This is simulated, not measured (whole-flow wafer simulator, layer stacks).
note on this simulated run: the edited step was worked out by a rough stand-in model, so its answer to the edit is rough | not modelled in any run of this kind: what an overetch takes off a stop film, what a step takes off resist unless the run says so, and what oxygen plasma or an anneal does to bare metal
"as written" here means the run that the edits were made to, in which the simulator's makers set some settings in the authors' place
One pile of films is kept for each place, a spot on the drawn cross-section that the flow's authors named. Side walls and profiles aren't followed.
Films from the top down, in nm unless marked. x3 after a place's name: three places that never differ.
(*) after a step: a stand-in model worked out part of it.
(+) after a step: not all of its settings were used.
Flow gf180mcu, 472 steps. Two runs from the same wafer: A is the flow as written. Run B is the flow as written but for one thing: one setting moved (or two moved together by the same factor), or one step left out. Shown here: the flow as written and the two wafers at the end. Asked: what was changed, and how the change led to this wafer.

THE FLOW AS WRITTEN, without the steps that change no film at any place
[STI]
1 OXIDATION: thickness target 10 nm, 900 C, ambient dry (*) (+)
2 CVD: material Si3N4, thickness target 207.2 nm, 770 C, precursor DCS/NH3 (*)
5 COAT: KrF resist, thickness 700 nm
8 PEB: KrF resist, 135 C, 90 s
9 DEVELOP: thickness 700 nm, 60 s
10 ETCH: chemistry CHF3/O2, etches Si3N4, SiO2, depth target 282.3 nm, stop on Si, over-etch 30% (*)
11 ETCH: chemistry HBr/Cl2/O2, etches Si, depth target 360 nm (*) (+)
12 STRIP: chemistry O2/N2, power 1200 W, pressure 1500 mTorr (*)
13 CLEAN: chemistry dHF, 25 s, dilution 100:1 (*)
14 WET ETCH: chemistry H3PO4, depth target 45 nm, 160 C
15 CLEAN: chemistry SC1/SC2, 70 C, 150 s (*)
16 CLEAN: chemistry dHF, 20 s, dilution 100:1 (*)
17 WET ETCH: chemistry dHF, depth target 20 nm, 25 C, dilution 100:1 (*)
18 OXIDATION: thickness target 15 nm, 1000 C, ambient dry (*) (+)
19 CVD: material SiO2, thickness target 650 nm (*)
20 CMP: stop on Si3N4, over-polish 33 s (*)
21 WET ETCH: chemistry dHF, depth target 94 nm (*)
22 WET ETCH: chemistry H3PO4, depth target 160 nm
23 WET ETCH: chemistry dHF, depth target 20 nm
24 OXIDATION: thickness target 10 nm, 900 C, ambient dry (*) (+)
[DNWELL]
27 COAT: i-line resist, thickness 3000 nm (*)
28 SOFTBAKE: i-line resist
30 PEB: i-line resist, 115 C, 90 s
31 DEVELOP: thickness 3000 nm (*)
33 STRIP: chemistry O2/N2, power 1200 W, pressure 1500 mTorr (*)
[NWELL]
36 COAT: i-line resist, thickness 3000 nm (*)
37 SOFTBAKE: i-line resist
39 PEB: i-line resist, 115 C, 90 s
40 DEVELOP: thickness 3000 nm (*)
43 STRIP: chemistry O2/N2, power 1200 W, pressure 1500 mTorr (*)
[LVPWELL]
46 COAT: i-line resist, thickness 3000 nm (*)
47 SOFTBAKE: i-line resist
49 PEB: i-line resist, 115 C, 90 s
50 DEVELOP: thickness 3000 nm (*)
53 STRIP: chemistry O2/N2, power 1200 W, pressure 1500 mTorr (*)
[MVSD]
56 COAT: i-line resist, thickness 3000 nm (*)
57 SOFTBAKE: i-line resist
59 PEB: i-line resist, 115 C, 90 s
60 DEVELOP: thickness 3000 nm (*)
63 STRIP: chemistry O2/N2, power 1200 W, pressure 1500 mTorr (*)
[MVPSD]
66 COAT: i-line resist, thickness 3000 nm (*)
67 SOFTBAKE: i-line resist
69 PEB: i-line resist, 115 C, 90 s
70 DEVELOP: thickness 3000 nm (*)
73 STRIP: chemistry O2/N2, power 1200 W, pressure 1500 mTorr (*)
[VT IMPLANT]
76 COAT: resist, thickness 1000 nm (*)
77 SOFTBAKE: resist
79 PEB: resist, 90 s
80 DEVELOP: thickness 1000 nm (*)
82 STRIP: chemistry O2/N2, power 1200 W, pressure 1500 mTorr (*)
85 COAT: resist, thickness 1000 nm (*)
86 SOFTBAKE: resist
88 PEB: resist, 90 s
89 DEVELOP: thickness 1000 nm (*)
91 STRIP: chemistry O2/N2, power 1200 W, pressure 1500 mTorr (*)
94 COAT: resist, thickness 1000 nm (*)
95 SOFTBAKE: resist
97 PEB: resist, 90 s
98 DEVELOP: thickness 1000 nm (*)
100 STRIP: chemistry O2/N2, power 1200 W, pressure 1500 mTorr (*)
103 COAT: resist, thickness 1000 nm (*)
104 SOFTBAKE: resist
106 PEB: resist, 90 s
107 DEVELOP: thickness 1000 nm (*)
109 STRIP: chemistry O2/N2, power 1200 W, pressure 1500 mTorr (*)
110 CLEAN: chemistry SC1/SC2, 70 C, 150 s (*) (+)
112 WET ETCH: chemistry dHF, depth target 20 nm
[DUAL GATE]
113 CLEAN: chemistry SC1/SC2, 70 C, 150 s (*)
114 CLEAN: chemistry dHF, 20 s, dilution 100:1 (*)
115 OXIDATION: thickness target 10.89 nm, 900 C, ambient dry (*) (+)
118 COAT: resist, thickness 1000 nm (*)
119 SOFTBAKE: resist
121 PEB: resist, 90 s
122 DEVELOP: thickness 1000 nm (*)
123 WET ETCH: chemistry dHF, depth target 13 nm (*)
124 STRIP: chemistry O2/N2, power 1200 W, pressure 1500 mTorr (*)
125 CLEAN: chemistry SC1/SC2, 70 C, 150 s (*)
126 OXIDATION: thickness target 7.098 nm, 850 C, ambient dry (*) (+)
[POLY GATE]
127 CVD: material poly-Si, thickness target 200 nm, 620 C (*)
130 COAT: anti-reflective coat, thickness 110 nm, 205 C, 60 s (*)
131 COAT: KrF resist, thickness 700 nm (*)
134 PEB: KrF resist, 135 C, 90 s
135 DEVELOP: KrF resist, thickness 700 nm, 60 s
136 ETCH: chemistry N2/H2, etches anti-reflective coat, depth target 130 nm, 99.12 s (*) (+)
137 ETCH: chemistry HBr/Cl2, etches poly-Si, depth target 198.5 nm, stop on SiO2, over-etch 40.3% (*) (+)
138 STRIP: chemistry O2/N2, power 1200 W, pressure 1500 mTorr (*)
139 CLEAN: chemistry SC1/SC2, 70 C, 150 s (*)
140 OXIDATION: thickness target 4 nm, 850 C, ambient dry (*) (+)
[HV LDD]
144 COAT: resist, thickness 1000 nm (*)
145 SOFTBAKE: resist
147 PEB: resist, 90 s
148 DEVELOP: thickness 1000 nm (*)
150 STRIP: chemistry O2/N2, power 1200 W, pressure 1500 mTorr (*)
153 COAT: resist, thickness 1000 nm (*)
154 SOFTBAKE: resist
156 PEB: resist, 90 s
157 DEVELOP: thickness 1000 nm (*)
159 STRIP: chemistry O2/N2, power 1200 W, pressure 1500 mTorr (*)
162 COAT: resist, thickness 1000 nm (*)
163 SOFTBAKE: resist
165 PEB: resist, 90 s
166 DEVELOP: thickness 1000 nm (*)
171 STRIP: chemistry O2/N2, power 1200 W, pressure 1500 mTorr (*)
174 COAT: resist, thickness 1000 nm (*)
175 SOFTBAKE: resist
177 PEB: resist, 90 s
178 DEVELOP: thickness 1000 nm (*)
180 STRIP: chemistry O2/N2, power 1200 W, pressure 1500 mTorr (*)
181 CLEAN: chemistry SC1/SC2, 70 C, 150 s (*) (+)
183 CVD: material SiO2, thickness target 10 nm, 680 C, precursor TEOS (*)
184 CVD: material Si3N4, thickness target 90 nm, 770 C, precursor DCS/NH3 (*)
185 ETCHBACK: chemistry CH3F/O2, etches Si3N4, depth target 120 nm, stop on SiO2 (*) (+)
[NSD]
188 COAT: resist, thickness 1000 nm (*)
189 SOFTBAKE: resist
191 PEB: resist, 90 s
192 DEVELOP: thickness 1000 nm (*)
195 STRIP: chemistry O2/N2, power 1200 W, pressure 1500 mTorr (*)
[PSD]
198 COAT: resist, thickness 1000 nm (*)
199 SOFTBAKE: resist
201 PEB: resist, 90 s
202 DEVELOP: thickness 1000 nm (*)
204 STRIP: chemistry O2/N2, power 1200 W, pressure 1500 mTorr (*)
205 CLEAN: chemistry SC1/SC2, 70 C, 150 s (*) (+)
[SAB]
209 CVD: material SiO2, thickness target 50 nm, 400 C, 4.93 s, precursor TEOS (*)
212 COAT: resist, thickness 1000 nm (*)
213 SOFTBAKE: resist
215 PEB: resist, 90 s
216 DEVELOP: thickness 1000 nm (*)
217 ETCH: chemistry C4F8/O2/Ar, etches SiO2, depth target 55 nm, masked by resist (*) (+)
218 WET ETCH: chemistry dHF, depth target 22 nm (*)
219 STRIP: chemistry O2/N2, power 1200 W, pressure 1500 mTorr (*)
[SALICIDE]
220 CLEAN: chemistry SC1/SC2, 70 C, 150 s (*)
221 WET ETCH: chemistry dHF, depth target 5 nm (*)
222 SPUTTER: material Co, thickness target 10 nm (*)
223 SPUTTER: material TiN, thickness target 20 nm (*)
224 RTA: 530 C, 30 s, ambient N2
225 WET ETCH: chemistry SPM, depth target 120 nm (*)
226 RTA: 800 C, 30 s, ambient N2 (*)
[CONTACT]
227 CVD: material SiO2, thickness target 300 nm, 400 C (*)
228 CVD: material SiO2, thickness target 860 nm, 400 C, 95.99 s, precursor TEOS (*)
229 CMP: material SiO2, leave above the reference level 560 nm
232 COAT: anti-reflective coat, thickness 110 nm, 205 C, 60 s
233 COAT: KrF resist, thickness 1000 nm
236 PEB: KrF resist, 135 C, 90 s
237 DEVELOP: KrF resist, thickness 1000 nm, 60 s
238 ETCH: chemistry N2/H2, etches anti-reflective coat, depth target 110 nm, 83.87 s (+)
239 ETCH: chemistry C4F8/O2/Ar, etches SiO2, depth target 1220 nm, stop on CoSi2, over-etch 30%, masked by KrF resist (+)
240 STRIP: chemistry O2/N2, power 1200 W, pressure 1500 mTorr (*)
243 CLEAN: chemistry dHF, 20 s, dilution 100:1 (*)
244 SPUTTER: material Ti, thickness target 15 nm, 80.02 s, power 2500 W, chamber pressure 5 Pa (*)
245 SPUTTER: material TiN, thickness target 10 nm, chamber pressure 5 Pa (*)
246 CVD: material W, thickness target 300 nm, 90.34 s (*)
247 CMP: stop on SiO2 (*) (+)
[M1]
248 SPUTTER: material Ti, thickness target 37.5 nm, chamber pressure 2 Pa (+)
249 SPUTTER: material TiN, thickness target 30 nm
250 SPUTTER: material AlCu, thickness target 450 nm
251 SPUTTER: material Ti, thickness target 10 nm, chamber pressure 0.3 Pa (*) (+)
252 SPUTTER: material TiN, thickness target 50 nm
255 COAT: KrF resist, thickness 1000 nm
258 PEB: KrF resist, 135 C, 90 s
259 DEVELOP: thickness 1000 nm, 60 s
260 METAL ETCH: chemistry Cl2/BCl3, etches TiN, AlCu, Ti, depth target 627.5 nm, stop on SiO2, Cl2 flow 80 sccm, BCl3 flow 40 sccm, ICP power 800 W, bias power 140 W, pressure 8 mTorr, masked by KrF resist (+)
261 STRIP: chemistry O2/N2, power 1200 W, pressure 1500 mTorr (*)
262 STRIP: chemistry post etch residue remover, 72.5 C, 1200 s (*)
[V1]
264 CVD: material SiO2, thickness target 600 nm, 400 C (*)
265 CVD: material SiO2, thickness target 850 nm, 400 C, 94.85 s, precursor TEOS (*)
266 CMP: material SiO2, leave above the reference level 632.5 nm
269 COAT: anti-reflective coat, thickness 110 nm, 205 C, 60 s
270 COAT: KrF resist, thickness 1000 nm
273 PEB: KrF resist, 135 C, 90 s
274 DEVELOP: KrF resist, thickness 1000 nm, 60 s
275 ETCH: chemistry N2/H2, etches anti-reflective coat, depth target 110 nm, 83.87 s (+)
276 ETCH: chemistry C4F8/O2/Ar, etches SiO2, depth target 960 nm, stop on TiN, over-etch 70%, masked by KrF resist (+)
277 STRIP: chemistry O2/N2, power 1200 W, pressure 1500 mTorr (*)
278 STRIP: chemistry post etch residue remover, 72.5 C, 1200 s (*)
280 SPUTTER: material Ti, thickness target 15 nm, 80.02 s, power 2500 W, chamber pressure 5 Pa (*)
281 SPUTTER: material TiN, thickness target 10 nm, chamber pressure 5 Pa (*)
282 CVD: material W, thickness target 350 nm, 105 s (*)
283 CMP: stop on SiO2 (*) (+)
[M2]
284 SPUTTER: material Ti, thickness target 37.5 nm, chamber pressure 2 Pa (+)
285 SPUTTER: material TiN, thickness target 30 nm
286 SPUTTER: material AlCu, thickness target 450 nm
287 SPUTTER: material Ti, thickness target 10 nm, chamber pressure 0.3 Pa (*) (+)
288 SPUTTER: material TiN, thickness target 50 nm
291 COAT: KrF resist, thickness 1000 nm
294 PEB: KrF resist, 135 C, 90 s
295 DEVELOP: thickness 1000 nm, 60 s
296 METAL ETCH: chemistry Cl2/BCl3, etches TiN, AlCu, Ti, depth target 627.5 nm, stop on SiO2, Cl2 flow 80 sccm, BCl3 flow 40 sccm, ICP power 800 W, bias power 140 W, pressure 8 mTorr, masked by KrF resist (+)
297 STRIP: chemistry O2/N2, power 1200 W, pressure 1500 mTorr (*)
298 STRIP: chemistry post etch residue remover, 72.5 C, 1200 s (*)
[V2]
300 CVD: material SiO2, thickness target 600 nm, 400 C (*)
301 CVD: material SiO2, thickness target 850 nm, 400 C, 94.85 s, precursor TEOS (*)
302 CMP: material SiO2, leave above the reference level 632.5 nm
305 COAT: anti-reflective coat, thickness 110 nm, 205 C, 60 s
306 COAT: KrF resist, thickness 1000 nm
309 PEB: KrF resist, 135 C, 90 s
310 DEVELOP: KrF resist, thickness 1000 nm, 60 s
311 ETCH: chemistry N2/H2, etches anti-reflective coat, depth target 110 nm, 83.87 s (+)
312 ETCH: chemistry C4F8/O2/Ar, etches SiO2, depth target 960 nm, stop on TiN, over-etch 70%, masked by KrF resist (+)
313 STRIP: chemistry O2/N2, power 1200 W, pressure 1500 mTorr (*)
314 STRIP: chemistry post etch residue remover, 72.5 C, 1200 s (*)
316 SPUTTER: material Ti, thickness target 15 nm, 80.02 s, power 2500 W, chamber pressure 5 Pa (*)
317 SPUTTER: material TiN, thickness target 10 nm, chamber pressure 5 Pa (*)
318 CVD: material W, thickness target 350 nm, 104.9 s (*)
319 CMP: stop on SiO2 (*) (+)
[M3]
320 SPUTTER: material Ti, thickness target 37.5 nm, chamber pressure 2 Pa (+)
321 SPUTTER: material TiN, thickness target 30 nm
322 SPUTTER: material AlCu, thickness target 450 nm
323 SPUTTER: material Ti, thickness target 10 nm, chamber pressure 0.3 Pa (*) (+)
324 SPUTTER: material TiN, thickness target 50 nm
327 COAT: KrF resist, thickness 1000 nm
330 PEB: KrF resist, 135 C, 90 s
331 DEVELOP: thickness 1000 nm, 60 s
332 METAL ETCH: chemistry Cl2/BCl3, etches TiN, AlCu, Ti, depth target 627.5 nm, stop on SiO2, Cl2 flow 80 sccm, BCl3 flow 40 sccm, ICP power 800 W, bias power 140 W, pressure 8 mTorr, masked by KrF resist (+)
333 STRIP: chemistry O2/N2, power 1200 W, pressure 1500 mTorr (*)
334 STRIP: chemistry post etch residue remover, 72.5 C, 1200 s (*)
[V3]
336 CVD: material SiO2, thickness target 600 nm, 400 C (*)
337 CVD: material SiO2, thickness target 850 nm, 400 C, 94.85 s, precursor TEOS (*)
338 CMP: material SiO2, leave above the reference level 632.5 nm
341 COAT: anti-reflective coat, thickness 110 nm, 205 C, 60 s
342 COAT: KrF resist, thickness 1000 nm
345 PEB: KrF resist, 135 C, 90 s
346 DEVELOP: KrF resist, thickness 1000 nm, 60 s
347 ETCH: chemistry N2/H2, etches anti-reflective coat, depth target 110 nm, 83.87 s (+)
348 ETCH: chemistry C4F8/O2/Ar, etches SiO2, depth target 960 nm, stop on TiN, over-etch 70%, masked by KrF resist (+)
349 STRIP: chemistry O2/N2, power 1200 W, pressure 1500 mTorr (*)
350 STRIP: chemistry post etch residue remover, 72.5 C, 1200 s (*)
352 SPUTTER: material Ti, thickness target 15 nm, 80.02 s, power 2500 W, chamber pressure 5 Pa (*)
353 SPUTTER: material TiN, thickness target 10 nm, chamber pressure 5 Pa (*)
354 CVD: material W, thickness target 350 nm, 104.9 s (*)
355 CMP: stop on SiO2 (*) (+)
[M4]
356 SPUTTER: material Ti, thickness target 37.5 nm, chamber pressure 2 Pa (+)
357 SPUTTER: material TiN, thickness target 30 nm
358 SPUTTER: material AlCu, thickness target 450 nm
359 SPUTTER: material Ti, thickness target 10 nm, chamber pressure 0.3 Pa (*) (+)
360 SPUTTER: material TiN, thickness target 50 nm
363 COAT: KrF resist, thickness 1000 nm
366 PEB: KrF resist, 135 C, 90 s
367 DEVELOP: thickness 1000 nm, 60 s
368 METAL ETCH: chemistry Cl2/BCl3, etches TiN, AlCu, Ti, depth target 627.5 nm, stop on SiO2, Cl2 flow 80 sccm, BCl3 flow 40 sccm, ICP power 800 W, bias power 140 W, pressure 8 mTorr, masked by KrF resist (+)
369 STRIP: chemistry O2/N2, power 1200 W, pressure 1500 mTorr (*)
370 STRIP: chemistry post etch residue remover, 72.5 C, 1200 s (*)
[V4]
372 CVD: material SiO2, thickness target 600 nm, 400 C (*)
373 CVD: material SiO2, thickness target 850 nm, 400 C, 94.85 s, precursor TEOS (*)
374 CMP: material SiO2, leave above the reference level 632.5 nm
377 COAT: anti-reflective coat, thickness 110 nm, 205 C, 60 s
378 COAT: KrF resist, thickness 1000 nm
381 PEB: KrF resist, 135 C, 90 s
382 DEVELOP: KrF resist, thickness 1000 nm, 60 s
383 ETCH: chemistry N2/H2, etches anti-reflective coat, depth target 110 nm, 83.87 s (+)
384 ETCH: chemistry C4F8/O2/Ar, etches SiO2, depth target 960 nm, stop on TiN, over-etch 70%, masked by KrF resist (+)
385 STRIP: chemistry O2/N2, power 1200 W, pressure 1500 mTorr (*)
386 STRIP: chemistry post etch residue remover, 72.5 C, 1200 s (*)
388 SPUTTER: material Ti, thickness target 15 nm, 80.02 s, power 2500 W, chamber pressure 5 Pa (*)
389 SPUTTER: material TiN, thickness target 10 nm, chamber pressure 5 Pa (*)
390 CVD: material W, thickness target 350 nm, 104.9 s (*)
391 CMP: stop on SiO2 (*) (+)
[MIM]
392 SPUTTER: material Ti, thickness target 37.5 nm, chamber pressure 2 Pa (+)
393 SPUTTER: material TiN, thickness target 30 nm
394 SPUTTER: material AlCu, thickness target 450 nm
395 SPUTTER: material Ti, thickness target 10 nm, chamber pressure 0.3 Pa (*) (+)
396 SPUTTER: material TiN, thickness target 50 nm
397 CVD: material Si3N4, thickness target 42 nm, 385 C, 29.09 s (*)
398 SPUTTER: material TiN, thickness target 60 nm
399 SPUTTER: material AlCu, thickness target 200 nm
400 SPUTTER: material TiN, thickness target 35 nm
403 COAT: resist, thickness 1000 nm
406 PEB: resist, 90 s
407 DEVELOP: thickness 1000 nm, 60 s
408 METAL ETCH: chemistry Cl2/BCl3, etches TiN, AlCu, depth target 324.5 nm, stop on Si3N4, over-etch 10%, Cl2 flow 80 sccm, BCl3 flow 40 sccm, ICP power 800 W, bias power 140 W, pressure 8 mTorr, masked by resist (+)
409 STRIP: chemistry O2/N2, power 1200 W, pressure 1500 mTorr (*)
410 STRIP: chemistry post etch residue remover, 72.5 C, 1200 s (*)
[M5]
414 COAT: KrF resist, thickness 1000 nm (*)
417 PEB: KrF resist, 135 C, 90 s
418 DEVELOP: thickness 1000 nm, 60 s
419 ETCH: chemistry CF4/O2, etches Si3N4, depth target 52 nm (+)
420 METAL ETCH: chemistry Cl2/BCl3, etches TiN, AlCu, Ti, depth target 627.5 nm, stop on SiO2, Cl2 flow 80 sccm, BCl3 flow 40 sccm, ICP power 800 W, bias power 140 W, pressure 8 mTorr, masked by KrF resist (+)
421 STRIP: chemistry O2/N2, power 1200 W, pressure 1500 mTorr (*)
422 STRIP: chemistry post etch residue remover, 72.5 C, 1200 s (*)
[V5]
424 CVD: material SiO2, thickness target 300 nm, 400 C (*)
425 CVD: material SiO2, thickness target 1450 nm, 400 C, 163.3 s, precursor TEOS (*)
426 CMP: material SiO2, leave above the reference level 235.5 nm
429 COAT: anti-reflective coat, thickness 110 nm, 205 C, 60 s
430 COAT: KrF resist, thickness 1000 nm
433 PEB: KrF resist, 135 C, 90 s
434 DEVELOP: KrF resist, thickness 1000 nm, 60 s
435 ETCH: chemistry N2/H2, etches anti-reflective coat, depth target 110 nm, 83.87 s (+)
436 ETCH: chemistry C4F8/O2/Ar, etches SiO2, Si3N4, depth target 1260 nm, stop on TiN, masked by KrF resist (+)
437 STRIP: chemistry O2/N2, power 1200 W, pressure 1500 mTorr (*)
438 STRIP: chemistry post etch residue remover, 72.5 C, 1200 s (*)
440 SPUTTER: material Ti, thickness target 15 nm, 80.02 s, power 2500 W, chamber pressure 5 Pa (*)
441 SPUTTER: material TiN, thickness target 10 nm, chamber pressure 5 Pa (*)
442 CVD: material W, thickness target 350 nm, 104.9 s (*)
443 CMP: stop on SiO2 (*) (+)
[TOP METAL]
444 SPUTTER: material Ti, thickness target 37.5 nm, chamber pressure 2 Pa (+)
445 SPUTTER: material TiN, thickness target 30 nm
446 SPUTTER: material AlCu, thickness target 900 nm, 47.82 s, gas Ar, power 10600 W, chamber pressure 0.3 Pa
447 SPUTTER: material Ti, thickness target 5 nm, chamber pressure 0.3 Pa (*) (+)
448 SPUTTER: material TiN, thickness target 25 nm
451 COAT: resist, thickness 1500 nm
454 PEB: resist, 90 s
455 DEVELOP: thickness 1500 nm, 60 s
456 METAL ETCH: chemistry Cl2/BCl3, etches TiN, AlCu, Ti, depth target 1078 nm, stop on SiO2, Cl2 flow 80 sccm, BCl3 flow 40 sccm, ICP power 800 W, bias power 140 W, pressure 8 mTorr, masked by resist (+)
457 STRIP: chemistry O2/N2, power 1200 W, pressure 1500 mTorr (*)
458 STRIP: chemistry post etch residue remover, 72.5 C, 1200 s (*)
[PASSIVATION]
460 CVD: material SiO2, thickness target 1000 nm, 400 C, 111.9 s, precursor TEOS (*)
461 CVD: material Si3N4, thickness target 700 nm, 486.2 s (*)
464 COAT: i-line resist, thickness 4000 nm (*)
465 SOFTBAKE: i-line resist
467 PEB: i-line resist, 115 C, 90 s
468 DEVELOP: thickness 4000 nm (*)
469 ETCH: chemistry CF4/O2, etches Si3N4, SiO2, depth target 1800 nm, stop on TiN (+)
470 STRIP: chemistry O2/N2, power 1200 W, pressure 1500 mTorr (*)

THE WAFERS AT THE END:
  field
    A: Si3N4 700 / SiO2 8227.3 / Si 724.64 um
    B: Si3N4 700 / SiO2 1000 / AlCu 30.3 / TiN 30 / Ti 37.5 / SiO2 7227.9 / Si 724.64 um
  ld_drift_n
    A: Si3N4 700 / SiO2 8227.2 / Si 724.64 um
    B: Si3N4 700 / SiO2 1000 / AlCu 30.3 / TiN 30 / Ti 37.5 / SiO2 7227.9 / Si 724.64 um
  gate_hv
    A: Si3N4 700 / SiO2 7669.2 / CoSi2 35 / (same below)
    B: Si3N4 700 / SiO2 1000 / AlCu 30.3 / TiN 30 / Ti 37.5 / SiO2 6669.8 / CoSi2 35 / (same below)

The cause: step 442, CVD: thickness target 290 nm was run, where the flow has thickness target 350 nm; step 456, METAL ETCH: depth target 894 nm was run, where the flow has depth target 1078 nm.

How the change led to this, step by step:
  442 CVD: material W, thickness target 350 nm, 104.9 s (*)
      field, field__w1, field__w2 and 108 more: A W +350 (new film) | B W +290 (new film)
      contact: A W +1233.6 (new film) | B W +1173.6 (new film)
  443 CMP: stop on SiO2 (*) (+)
      field, field__w1, field__w2 and 108 more: A W -350 (all of it), TiN -10 (all of it), Ti -15 (all of it), SiO2 -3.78 | B W -290 (all of it), TiN -10 (all of it), Ti -15 (all of it), SiO2 -3.18
      contact: A W -378.8 | B W -318.2
  456 METAL ETCH: chemistry Cl2/BCl3, etches TiN, AlCu, Ti, depth target 1078 nm, stop on SiO2, Cl2 flow 80 sccm, BCl3 flow 40 sccm, ICP power 800 W, bias power 140 W, pressure 8 mTorr, masked by resist (+)
      field, field__w1, field__w2 and 103 more: A TiN -25 (all of it), Ti -5 (all of it), AlCu -900 (all of it), TiN -30 (all of it), Ti -37.5 (all of it) | B TiN -25 (all of it), Ti -5 (all of it), AlCu -864
      field__w8, contact, m1, m1__w1, pad, m1_nw: A resist -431 | B resist -357.6
  457 STRIP: chemistry O2/N2, power 1200 W, pressure 1500 mTorr (*)
      field__w8, contact, m1, m1__w1, pad, m1_nw: A resist -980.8 (all of it) | B resist -1054.2 (all of it)
  458 STRIP: chemistry post etch residue remover, 72.5 C, 1200 s (*)
      field, field__w1, field__w2 and 103 more: A nothing | B AlCu -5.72
  460 CVD: material SiO2, thickness target 1000 nm, 400 C, 111.9 s, precursor TEOS (*)
      field, field__w1, field__w2 and 103 more: A SiO2 +1000 | B SiO2 +1000 (new film)
  464 COAT: i-line resist, thickness 4000 nm (*)
      field__w8: A i-line resist +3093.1 (new film) | B i-line resist +3179.4 (new film)
      contact: A i-line resist +3153.6 (new film) | B i-line resist +3230.8 (new film)
      (and at 4 more places)
  465 SOFTBAKE: i-line resist
      field__w5, field__w9: A i-line resist +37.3 | B i-line resist +32.3
      pplus_u, ppoly_u: A i-line resist +38 | B i-line resist +32.8
      (and at 65 more places)
  467 PEB: i-line resist, 115 C, 90 s
      field__w8, m1__w1: A i-line resist -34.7 | B i-line resist -36.2
      contact: A i-line resist -35.1 | B i-line resist -36.5
      (and at 3 more places)
  468 DEVELOP: thickness 4000 nm (*)
      pad: A i-line resist -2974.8 (all of it) | B i-line resist -3070.3 (all of it)
  470 STRIP: chemistry O2/N2, power 1200 W, pressure 1500 mTorr (*)
      field__w8, m1__w1: A i-line resist -1787.7 (all of it) | B i-line resist -1881.9 (all of it)
      contact: A i-line resist -1811.2 (all of it) | B i-line resist -1902 (all of it)
      (and at 2 more places)
Counting metal films that touch as one body, field has 1 body; the flow as written gives 0 bodies.
Counting metal films that touch as one body, ld_drift_n has 1 body; the flow as written gives 0 bodies.
Counting metal films that touch as one body, gate_hv has 2 bodies (between them, from the top down: SiO2 6669.8); the flow as written gives 1 body.
